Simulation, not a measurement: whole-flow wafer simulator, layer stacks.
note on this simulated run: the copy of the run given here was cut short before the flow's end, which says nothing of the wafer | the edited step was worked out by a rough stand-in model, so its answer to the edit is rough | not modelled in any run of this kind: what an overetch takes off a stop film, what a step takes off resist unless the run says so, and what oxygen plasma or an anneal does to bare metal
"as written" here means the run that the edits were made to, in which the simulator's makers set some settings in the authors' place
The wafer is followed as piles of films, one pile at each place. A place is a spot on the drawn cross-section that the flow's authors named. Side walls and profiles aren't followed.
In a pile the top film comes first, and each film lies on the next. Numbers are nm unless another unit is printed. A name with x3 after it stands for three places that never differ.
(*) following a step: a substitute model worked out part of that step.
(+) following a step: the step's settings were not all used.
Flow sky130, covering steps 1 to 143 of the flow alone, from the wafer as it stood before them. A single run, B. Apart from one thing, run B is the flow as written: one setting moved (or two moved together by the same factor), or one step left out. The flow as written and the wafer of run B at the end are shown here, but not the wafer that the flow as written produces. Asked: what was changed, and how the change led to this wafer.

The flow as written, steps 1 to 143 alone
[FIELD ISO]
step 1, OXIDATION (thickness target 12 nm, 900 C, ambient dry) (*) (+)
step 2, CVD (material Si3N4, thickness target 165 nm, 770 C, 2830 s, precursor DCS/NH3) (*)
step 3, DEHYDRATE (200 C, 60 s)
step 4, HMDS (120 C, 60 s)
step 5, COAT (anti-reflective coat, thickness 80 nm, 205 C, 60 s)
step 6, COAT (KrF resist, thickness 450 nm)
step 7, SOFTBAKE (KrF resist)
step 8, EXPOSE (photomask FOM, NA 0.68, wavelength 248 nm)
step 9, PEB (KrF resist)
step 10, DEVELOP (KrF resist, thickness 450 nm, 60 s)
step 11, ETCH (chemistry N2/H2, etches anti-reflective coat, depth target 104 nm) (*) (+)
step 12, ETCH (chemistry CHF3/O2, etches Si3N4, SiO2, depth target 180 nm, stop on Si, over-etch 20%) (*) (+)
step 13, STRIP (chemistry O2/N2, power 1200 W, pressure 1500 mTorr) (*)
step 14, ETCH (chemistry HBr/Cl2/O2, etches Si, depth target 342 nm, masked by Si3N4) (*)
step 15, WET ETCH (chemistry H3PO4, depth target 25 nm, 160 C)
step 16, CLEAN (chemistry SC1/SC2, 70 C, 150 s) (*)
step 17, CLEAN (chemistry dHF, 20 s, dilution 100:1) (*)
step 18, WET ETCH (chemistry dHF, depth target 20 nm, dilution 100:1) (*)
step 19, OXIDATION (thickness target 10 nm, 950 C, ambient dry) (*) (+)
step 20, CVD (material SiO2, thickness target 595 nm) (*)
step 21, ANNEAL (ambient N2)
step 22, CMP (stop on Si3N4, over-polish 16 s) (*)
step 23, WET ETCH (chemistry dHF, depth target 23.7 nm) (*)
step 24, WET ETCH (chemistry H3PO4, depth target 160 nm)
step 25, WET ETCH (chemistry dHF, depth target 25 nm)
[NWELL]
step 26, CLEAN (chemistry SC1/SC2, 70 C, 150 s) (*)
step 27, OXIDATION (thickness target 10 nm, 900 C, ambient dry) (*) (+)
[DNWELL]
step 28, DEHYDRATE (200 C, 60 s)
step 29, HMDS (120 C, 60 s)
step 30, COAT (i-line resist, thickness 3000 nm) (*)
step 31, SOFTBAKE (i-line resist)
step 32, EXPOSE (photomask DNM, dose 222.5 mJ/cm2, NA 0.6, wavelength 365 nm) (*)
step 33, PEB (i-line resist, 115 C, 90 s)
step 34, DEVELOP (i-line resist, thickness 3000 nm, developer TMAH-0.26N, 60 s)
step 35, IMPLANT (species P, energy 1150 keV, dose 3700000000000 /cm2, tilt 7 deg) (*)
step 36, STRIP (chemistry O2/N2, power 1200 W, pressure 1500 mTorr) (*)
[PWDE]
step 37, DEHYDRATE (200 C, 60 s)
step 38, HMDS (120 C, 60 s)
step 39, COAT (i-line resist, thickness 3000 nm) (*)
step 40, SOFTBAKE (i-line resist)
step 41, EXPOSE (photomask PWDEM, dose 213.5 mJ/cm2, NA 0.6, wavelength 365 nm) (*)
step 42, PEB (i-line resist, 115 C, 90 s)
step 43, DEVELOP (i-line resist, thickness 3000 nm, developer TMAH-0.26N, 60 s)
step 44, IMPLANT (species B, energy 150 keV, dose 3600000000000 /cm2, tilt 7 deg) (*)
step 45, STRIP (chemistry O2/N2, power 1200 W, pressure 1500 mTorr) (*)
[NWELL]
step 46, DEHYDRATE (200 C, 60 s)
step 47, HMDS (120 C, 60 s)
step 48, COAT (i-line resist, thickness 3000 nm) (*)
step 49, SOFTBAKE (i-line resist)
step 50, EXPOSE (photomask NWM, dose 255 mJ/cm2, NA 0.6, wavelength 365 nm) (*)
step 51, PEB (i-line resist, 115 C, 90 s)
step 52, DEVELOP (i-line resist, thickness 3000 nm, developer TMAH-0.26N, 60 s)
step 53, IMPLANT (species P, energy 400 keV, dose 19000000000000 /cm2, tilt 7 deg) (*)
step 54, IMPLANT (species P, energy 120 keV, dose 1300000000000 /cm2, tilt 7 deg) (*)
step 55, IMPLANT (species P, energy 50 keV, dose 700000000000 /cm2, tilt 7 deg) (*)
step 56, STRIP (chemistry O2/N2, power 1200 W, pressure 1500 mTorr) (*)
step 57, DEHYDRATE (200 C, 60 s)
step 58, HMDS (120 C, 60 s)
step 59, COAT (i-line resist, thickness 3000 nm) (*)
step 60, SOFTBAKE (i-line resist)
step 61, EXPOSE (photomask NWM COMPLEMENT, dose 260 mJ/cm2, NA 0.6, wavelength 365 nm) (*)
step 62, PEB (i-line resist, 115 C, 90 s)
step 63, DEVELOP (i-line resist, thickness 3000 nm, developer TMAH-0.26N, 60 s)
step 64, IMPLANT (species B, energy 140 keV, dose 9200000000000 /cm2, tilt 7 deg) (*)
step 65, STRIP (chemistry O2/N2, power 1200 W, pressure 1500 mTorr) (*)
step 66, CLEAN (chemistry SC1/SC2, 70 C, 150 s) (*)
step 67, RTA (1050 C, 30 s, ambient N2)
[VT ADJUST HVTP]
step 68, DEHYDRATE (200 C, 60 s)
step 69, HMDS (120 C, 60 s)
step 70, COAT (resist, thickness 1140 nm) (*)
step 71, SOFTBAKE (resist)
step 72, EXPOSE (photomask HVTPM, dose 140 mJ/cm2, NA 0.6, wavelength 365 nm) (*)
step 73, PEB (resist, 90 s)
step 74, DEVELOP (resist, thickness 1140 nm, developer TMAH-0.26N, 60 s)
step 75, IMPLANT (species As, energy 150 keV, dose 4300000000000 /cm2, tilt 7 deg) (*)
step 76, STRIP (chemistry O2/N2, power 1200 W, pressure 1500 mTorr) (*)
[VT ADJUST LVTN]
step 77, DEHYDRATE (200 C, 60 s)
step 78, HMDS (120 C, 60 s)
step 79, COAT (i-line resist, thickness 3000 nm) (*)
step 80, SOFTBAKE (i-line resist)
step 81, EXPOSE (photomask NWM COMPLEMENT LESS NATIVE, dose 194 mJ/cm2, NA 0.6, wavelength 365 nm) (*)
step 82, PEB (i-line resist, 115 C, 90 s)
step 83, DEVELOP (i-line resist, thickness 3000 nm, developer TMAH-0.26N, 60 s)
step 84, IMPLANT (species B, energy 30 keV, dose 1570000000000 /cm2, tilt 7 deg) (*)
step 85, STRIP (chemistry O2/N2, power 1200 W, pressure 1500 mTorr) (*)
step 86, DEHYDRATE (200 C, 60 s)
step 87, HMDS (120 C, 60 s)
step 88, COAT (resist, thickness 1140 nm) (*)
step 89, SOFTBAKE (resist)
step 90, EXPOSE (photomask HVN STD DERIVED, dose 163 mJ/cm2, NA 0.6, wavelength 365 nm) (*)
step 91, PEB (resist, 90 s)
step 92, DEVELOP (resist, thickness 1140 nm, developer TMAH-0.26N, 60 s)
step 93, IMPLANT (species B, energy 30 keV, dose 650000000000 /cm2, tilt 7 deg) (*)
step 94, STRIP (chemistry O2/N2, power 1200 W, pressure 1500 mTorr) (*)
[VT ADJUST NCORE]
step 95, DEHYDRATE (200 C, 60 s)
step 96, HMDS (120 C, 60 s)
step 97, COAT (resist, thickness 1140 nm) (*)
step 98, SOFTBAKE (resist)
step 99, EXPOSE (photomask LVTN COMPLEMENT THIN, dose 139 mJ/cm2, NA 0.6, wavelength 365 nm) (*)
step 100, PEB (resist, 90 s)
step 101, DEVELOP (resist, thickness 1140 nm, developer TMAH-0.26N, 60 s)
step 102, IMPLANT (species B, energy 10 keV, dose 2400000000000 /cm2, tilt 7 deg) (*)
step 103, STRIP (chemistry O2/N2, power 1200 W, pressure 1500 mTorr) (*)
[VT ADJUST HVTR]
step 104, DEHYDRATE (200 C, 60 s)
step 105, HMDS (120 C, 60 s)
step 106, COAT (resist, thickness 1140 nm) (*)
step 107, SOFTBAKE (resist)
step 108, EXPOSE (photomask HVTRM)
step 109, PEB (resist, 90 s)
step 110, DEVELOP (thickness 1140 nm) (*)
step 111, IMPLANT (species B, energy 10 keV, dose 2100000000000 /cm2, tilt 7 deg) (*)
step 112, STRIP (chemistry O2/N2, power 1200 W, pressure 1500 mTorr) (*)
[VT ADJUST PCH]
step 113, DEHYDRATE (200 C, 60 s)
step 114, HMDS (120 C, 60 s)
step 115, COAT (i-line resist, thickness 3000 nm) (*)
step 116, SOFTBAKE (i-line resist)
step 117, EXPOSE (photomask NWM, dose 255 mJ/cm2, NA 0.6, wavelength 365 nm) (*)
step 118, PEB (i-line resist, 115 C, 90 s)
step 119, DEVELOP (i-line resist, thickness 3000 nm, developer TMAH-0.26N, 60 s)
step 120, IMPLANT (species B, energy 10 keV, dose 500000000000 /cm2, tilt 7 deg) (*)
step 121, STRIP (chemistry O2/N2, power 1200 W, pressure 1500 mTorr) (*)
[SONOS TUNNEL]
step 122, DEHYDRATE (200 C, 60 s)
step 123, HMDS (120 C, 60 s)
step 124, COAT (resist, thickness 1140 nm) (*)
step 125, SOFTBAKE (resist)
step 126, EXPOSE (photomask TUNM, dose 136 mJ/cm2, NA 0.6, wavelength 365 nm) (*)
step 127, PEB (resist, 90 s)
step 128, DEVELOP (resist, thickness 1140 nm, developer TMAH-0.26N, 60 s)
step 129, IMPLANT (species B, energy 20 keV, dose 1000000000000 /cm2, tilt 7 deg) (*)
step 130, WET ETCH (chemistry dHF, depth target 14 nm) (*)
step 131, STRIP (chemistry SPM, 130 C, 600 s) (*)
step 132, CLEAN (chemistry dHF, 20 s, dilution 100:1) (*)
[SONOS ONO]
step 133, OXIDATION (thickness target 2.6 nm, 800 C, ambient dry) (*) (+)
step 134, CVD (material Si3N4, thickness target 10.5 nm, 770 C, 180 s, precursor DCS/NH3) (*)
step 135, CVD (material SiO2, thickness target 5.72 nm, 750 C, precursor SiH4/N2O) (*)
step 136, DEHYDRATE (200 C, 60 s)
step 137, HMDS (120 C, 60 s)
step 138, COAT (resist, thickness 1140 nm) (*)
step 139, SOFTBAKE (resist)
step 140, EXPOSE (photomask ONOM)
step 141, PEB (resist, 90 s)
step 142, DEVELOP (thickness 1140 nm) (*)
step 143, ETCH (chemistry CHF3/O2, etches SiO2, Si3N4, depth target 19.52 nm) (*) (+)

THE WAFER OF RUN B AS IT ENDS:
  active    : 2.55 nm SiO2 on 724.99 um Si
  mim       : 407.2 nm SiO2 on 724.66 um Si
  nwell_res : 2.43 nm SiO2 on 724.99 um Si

The reason: step 134, CVD: 735 C was run, while the flow as written has 770 C.

Step by step, how the change led to this:
  step 134, CVD (material Si3N4, thickness target 10.5 nm, 770 C, 180 s, precursor DCS/NH3) (*)
      field, active, n_well and 187 more: +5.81 Si3N4 (new film) (as written it would have been: +10.5 Si3N4 (new film))
  step 143, ETCH (chemistry CHF3/O2, etches SiO2, Si3N4, depth target 19.52 nm) (*) (+)
      field, active, p_well x5 and 179 more: -5.72 SiO2 (all of it), -5.81 Si3N4 (all of it), -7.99 SiO2 (as written it would have been: -5.72 SiO2 (all of it), -10.5 Si3N4 (all of it), -3.3 SiO2)
      n_well, sonos_sd: -5.72 SiO2 (all of it), -5.81 Si3N4 (all of it), -2.6 SiO2 (all of it), -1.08 Si (as written it would have been: -5.72 SiO2 (all of it), -10.5 Si3N4 (all of it), -2.6 SiO2 (all of it), -0.14 Si)
